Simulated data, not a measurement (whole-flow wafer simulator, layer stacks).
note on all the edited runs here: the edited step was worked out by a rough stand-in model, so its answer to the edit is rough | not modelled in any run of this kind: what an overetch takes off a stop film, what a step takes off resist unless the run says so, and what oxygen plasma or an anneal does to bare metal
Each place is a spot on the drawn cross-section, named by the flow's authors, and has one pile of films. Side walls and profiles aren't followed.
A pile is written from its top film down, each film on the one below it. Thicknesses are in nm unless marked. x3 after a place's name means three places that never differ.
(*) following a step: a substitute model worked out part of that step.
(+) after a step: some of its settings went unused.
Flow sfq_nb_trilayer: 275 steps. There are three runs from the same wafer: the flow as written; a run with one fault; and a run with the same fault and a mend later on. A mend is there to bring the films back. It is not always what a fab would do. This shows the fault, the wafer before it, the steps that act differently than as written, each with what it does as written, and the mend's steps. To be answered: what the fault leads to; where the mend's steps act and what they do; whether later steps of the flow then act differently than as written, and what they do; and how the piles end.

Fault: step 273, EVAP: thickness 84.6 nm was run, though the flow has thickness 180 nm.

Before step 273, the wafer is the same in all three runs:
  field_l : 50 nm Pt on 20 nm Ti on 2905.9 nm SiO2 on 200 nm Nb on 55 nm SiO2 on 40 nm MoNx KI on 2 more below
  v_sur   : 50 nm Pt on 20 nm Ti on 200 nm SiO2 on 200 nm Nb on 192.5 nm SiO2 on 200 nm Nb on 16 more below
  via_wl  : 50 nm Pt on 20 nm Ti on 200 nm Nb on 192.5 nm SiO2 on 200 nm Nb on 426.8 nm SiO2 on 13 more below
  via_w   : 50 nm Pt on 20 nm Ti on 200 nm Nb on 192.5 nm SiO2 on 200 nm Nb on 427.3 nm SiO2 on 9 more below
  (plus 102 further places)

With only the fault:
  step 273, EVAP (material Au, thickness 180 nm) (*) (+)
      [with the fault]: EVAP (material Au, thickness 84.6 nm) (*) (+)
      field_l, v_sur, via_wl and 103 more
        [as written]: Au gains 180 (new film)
        [with the fault]: Au gains 84.6 (new film)
  Later steps of the flow acting differently than as written:
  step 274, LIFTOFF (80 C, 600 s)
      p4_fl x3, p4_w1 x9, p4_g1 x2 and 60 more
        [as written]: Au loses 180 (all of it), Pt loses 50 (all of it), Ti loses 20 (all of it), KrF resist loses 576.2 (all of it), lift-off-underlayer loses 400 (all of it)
        [with the fault]: Au loses 84.6 (all of it), Pt loses 50 (all of it), Ti loses 20 (all of it), KrF resist loses 576.2 (all of it), lift-off-underlayer loses 400 (all of it)
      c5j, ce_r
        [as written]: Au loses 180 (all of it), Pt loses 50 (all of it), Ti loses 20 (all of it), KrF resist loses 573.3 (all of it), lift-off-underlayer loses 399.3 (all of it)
        [with the fault]: Au loses 84.6 (all of it), Pt loses 50 (all of it), Ti loses 20 (all of it), KrF resist loses 573.3 (all of it), lift-off-underlayer loses 399.3 (all of it)
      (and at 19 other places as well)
  By the end, the piles at field_l, v_sur, via_wl and 8 more depart from the flow's by more than 2% or 0.5 nm, whichever is larger.
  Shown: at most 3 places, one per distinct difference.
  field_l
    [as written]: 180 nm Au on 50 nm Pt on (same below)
    [with the fault]: 84.6 nm Au on 50 nm Pt on (same below)

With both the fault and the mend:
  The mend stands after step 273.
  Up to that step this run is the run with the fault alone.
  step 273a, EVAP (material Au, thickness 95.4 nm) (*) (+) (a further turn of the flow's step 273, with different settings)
      field_l, v_sur, via_wl and 103 more
        Au gains 95.4
  Later steps of the flow that are run all act as written at every place that is followed.
  At every place that both follow, the piles at the end match the flow's.
